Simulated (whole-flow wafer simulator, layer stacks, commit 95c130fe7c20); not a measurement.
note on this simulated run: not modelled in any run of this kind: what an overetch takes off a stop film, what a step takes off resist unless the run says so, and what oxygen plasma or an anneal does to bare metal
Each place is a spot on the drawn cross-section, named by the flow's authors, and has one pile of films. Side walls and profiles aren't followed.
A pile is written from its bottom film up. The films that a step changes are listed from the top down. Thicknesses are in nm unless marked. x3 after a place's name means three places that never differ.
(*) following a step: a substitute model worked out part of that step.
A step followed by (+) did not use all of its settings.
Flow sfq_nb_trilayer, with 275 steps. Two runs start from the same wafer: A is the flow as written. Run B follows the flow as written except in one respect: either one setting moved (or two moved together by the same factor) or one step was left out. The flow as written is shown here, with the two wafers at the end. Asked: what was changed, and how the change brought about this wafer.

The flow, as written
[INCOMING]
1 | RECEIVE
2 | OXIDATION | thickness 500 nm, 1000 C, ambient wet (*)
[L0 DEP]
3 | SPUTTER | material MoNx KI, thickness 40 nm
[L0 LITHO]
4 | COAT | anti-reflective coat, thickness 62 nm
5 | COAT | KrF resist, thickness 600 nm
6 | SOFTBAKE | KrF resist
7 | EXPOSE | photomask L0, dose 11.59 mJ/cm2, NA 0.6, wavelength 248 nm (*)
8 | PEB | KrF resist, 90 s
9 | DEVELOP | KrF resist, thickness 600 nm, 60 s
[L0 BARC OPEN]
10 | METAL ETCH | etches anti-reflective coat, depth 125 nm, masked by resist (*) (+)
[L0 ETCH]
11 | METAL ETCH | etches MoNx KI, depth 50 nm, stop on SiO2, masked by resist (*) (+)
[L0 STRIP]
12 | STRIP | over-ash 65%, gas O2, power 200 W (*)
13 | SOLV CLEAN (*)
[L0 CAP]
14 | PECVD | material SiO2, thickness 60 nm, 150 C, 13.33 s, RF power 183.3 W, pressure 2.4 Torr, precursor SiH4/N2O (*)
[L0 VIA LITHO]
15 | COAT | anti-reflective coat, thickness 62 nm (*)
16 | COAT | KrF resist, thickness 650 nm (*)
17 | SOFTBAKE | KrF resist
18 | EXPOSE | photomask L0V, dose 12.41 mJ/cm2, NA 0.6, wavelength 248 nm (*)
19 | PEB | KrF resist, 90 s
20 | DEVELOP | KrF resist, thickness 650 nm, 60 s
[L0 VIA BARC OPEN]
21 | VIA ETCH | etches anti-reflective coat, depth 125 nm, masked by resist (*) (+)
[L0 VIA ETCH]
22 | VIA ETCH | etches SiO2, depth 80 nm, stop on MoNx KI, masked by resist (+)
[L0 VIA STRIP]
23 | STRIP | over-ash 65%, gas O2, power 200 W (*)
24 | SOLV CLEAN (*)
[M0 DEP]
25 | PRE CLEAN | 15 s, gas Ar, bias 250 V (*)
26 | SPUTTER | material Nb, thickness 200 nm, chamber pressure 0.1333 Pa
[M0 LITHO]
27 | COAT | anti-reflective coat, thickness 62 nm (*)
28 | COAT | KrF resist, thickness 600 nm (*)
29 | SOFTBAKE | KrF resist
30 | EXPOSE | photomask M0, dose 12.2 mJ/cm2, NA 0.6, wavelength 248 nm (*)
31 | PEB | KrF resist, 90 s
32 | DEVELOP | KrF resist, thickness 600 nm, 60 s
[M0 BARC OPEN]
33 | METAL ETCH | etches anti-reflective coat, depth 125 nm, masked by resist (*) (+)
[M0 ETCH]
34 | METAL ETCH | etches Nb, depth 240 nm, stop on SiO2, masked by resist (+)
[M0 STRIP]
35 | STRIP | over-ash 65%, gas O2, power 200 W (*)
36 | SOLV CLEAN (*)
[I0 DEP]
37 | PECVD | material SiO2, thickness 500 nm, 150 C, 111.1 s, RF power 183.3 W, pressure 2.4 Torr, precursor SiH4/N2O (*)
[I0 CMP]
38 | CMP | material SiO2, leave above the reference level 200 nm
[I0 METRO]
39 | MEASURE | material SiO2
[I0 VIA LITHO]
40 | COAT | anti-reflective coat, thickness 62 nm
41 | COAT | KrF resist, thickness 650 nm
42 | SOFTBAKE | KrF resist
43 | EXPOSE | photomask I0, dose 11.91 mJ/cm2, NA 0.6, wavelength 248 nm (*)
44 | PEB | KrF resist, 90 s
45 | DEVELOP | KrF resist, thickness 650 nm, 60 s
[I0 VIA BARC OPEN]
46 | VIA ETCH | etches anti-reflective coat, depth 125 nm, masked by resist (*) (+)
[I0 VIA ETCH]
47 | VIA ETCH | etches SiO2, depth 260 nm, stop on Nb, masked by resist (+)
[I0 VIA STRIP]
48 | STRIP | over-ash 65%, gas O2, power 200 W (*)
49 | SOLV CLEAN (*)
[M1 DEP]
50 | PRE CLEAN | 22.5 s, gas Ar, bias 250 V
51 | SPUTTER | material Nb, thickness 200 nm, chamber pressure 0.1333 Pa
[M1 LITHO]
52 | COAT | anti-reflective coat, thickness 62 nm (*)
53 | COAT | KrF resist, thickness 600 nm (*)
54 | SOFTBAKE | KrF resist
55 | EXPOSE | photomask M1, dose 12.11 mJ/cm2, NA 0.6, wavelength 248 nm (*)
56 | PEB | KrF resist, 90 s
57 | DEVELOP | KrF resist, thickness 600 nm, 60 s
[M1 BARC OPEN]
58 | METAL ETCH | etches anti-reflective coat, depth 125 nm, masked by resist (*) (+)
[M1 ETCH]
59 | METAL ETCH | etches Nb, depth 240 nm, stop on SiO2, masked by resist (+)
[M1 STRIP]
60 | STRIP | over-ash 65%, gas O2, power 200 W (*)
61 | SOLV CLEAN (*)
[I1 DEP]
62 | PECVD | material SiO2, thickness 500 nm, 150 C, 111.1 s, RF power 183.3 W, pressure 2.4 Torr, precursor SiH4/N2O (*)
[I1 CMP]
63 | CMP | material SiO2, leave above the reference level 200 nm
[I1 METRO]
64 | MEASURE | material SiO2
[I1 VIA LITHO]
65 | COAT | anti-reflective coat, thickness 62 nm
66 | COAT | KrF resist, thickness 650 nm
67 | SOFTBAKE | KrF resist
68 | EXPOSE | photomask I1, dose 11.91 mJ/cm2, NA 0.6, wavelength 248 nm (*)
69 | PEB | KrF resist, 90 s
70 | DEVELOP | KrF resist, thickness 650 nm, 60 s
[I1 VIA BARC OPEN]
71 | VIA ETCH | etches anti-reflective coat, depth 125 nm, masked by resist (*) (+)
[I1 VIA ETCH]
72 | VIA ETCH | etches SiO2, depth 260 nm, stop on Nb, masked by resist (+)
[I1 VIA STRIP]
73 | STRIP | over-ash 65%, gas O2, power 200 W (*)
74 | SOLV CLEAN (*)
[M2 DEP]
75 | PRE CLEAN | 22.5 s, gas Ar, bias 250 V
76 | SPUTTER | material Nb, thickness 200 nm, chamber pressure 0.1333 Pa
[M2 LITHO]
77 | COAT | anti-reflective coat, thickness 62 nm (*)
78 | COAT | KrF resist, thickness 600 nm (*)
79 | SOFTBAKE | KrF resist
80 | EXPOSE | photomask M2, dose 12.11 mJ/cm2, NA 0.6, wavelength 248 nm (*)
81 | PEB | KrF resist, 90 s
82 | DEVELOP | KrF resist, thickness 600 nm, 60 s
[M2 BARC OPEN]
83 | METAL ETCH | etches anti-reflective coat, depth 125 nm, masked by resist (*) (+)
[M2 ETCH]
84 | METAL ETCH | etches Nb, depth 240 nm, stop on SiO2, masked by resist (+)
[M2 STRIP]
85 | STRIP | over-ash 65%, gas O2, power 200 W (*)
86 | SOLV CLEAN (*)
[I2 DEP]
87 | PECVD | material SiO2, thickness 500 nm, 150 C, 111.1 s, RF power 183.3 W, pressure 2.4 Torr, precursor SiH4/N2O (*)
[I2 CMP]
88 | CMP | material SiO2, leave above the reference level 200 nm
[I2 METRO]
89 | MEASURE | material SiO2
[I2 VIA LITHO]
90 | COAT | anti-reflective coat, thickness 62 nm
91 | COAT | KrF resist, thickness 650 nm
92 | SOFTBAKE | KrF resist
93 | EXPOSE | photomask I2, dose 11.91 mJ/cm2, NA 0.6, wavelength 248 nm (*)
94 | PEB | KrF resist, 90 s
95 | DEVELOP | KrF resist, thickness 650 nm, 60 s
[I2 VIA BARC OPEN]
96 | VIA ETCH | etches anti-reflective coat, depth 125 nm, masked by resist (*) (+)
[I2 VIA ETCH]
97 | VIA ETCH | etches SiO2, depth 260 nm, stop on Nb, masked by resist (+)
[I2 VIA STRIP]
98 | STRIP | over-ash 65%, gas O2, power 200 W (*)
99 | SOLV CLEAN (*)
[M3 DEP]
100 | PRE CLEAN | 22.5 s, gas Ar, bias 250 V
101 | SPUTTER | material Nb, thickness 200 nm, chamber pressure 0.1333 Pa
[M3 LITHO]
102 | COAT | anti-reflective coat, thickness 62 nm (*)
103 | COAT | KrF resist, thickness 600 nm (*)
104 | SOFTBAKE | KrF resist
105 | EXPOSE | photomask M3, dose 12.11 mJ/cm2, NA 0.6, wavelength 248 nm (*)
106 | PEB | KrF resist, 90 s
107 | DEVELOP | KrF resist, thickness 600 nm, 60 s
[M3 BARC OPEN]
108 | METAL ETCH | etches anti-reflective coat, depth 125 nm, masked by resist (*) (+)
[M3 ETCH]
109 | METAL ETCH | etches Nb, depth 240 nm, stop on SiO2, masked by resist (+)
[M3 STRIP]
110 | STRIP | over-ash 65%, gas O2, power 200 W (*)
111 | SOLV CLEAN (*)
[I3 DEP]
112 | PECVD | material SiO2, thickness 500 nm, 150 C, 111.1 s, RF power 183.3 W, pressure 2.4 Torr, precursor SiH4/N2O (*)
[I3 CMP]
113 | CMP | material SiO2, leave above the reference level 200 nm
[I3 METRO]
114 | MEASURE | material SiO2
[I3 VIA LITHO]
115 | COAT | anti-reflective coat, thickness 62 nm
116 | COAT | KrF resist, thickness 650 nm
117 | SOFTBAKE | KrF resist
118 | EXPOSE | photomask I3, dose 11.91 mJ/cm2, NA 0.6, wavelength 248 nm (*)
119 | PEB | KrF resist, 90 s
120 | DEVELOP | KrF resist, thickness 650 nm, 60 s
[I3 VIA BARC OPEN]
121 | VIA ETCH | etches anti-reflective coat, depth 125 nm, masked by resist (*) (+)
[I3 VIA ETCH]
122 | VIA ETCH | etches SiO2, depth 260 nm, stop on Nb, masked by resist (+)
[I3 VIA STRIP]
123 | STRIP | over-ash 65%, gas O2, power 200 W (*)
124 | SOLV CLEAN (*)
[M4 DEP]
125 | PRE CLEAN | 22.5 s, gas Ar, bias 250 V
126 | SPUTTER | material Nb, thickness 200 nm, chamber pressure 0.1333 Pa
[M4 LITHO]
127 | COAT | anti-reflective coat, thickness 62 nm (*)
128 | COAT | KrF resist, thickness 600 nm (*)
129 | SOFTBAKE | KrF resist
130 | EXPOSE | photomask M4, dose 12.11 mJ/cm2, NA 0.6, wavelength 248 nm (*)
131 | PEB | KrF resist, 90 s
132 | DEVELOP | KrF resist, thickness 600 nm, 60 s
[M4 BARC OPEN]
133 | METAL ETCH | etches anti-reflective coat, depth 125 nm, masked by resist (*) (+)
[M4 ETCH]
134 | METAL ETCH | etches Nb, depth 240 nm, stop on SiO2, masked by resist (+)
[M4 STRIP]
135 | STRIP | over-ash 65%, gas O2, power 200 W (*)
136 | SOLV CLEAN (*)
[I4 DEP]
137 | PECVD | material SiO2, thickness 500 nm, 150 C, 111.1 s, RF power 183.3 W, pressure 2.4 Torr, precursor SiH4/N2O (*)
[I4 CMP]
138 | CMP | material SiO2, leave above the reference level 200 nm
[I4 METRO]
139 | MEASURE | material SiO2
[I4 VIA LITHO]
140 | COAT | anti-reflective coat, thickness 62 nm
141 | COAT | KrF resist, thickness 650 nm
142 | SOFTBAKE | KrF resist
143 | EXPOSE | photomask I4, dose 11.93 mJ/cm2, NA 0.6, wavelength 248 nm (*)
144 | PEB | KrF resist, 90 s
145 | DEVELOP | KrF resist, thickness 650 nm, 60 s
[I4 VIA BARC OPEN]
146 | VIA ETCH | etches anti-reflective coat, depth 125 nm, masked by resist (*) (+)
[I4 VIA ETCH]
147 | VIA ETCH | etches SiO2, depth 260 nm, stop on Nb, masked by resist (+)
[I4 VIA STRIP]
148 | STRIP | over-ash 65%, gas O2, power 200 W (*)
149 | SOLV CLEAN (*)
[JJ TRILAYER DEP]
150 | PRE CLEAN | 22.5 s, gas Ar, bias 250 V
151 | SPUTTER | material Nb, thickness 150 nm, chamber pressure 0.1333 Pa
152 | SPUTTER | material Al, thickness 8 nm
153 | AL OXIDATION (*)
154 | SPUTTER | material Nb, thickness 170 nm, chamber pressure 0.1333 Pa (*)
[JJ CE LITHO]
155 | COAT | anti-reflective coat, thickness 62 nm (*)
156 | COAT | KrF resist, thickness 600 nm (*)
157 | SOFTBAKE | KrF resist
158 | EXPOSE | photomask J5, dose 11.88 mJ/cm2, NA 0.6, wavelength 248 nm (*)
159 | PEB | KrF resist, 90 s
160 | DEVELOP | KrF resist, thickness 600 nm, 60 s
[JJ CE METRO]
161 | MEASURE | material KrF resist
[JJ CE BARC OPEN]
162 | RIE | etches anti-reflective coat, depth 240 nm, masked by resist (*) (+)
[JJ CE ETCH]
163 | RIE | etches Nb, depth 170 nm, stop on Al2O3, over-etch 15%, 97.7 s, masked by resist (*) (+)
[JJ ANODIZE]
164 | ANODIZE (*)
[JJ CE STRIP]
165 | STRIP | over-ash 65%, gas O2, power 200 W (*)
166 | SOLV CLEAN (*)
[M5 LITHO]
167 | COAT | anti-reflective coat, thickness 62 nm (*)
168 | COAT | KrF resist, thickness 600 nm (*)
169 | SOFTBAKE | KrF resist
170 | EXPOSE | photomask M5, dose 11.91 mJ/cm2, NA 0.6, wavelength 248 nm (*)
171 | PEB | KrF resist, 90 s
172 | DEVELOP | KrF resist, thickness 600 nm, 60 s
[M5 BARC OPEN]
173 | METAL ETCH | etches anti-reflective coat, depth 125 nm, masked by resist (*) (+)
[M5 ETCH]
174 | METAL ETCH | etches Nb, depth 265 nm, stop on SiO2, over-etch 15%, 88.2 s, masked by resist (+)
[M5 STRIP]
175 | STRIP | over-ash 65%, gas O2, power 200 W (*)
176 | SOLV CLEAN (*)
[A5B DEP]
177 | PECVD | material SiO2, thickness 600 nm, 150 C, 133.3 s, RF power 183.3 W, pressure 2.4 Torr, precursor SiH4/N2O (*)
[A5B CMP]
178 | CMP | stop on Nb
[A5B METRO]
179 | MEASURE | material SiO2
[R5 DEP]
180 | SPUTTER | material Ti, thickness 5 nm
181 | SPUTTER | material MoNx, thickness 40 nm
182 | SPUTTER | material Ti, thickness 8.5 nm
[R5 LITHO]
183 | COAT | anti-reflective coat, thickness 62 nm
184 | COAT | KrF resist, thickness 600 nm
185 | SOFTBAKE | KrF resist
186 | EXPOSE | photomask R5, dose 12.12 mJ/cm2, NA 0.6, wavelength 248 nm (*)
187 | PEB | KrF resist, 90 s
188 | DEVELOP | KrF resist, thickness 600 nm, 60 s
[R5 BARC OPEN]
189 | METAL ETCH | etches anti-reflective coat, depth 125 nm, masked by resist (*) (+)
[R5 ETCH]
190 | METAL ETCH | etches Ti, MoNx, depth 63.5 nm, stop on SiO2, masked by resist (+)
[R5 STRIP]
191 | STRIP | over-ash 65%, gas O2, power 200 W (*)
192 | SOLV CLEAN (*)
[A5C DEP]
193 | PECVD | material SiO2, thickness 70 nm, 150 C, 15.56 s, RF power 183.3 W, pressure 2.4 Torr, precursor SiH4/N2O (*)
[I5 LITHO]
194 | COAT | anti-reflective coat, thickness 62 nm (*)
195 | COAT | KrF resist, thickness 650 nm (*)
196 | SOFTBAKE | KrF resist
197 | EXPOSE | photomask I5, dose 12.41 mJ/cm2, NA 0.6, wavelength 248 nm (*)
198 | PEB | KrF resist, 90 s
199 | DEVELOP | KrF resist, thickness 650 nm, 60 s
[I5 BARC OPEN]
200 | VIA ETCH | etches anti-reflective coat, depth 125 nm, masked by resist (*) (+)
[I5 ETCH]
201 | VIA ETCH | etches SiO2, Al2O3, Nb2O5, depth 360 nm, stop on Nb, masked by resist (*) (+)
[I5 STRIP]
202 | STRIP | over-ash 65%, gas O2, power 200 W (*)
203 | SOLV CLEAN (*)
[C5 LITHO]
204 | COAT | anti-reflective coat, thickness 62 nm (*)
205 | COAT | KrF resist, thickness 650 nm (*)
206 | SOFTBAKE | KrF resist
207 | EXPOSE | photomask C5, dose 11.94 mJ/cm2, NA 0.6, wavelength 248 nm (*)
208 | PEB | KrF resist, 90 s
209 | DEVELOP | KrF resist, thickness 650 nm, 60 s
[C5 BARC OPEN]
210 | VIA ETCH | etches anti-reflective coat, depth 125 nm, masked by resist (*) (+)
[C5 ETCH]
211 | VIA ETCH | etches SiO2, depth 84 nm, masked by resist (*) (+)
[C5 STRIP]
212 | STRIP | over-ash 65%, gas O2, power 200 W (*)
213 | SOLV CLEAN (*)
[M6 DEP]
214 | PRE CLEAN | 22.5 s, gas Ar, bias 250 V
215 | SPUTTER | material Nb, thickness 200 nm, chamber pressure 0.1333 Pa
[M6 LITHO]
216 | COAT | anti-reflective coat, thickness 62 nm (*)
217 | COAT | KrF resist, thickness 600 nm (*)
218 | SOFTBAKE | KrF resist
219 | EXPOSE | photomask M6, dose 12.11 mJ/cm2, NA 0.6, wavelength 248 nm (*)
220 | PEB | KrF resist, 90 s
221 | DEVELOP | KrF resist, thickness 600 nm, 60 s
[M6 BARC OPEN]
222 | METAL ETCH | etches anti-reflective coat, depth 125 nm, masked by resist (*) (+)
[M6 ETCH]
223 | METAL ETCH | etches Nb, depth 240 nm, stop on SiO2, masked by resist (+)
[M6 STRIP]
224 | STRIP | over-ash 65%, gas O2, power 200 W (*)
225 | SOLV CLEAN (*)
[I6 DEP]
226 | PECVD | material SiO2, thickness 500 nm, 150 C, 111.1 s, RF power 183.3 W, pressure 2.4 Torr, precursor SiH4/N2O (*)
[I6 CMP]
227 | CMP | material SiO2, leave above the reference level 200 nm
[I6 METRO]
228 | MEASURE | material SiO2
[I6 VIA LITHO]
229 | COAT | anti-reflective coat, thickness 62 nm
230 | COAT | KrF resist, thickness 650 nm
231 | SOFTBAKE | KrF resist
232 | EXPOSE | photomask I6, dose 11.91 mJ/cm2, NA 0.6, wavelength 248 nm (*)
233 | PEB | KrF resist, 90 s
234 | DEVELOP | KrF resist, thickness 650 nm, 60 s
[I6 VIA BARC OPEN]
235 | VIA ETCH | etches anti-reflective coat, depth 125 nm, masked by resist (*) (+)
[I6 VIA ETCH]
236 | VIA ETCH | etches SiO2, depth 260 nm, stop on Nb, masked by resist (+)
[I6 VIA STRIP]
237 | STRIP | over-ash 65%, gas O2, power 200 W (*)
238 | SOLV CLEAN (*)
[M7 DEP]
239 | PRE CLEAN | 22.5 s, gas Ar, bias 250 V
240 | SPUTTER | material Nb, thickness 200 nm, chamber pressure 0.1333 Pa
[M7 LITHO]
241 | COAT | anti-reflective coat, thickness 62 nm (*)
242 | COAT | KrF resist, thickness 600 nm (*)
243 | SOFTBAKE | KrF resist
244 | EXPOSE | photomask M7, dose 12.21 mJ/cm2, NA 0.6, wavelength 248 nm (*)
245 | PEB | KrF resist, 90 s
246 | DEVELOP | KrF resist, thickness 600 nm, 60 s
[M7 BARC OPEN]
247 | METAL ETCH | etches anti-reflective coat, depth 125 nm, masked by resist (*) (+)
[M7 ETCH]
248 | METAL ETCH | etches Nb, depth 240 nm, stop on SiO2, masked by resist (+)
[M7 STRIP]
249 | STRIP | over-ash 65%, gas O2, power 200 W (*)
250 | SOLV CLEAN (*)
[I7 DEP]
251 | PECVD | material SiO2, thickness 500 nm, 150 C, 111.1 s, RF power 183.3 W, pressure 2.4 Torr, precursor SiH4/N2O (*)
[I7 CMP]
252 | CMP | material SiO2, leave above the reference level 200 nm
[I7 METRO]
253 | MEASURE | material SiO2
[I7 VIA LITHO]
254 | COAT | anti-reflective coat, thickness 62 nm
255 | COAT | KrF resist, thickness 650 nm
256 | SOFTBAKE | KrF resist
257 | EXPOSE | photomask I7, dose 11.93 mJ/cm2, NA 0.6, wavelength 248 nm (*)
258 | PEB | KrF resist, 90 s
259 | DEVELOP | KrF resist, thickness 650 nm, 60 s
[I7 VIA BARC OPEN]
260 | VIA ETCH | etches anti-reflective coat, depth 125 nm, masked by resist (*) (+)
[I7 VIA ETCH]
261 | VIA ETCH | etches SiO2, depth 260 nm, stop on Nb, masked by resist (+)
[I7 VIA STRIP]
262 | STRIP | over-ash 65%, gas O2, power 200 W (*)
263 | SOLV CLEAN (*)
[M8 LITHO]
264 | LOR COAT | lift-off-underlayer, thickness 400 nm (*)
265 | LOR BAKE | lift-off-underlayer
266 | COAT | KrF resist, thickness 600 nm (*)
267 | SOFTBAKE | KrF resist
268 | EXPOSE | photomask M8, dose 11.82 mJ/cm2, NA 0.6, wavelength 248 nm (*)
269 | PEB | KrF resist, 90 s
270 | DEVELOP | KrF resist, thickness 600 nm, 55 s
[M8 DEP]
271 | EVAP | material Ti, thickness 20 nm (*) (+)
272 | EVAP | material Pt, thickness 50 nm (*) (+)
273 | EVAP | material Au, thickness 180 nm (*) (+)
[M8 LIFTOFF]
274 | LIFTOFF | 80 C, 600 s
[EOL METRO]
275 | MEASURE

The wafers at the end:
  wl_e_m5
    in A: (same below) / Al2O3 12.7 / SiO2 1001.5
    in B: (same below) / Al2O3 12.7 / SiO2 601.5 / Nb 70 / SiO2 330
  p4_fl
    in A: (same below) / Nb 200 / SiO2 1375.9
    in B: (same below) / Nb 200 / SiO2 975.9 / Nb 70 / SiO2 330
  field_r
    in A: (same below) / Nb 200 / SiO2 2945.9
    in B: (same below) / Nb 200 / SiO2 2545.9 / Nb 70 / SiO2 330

Cause: step 248, METAL ETCH: depth 130 nm was run, though the flow has depth 240 nm.

Step by step, how the change led to this:
  248 | METAL ETCH | etches Nb, depth 240 nm, stop on SiO2, masked by resist (+)
      field_l, field_r, lsp_l and 62 more: A -200 Nb (all of it) | B -130 Nb
      v_sur, via_wl, via_w and 38 more: A -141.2 KrF resist | B -76.5 KrF resist
  249 | STRIP | over-ash 65%, gas O2, power 200 W (*)
      wl_j_sl, wl_jj, wl_j_sr and 14 more: A -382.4 KrF resist (all of it), -62 anti-reflective coat (all of it) | B -447.1 KrF resist (all of it), -62 anti-reflective coat (all of it)
      ln_m5, lsp_m, ln_m6: A -381.9 KrF resist (all of it), -61.8 anti-reflective coat (all of it) | B -446.6 KrF resist (all of it), -61.8 anti-reflective coat (all of it)
      (also at 21 further places)
  251 | PECVD | material SiO2, thickness 500 nm, 150 C, 111.1 s, RF power 183.3 W, pressure 2.4 Torr, precursor SiH4/N2O (*)
      field_l, p4_fl, p4_fm and 56 more: A +500 SiO2 | B +500 SiO2 (new film)
      field_r, lsp_l: A +477.7 SiO2 | B +485.5 SiO2 (new film)
      (also at 4 further places)
  252 | CMP | material SiO2, leave above the reference level 200 nm
      field_l, p4_fl, p4_fm and 56 more: A -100 SiO2 | B -170 SiO2
      field_r, lsp_l: A -77.7 SiO2 | B -155.5 SiO2
      (also at 4 further places)
With metal films that touch counted as one body, wl_e_m5 has 7 bodies (between them, from the top down: SiO2 601.5 / Al2O3 12.7 / Nb2O5 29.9; SiO2 192.5; SiO2 192.5; SiO2 192.5; SiO2 192.5; SiO2 192.5); the flow as written gives 6 bodies (between them, from the top down: SiO2 192.5; SiO2 192.5; SiO2 192.5; SiO2 192.5; SiO2 192.5).
With metal films that touch counted as one body, p4_fl has 3 bodies (between them, from the top down: SiO2 975.9; SiO2 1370); the flow as written gives 2 bodies (between them, from the top down: SiO2 1370).
With metal films that touch counted as one body, field_r has 2 bodies (between them, from the top down: SiO2 2545.9); the flow as written gives 1 body.
